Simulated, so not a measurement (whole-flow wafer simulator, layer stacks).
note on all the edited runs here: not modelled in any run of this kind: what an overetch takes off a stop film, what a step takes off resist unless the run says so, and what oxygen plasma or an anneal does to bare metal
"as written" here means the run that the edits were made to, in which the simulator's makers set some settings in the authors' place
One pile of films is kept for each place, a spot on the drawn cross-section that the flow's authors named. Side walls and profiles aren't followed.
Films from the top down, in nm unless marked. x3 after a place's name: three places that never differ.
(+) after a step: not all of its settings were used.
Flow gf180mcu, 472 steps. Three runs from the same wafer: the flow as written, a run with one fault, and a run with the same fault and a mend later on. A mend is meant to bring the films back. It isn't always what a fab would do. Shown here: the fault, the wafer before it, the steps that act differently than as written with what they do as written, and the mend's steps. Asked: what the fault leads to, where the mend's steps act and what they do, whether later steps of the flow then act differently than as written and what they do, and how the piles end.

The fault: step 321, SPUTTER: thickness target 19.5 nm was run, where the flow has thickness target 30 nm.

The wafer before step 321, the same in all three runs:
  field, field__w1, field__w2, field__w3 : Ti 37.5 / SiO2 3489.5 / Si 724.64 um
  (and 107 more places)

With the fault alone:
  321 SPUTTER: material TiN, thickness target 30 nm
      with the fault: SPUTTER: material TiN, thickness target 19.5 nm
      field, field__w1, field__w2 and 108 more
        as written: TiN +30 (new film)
        with the fault: TiN +19.5 (new film)
  Later steps of the flow that act differently than as written:
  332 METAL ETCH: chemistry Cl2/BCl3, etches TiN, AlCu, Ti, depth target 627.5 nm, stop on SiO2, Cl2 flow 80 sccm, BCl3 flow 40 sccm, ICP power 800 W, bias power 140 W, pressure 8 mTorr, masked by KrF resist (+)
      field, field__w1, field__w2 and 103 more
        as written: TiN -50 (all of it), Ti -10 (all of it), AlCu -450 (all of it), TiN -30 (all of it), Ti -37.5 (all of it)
        with the fault: TiN -50 (all of it), Ti -10 (all of it), AlCu -450 (all of it), TiN -19.5 (all of it), Ti -37.5 (all of it)
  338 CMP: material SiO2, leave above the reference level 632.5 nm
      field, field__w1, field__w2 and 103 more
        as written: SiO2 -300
        with the fault: SiO2 -310.5
  At the end the piles differ from the flow's by more than 2% or 0.5 nm, whichever is larger, at field__w8, contact, m1, m1__w1, m1_nw.
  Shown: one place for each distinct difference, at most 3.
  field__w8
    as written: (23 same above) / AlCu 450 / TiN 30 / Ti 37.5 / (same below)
    with the fault: (23 same above) / AlCu 450 / TiN 19.5 / Ti 37.5 / (same below)
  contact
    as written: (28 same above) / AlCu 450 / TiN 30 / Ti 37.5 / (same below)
    with the fault: (28 same above) / AlCu 450 / TiN 19.5 / Ti 37.5 / (same below)

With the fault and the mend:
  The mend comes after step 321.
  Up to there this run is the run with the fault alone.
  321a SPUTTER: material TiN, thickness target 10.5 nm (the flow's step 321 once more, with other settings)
      field, field__w1, field__w2 and 108 more
        TiN +10.5
  No later step of the flow acts differently than as written at any place that is followed.
  At the end the piles are the same as the flow's at every place that both follow.
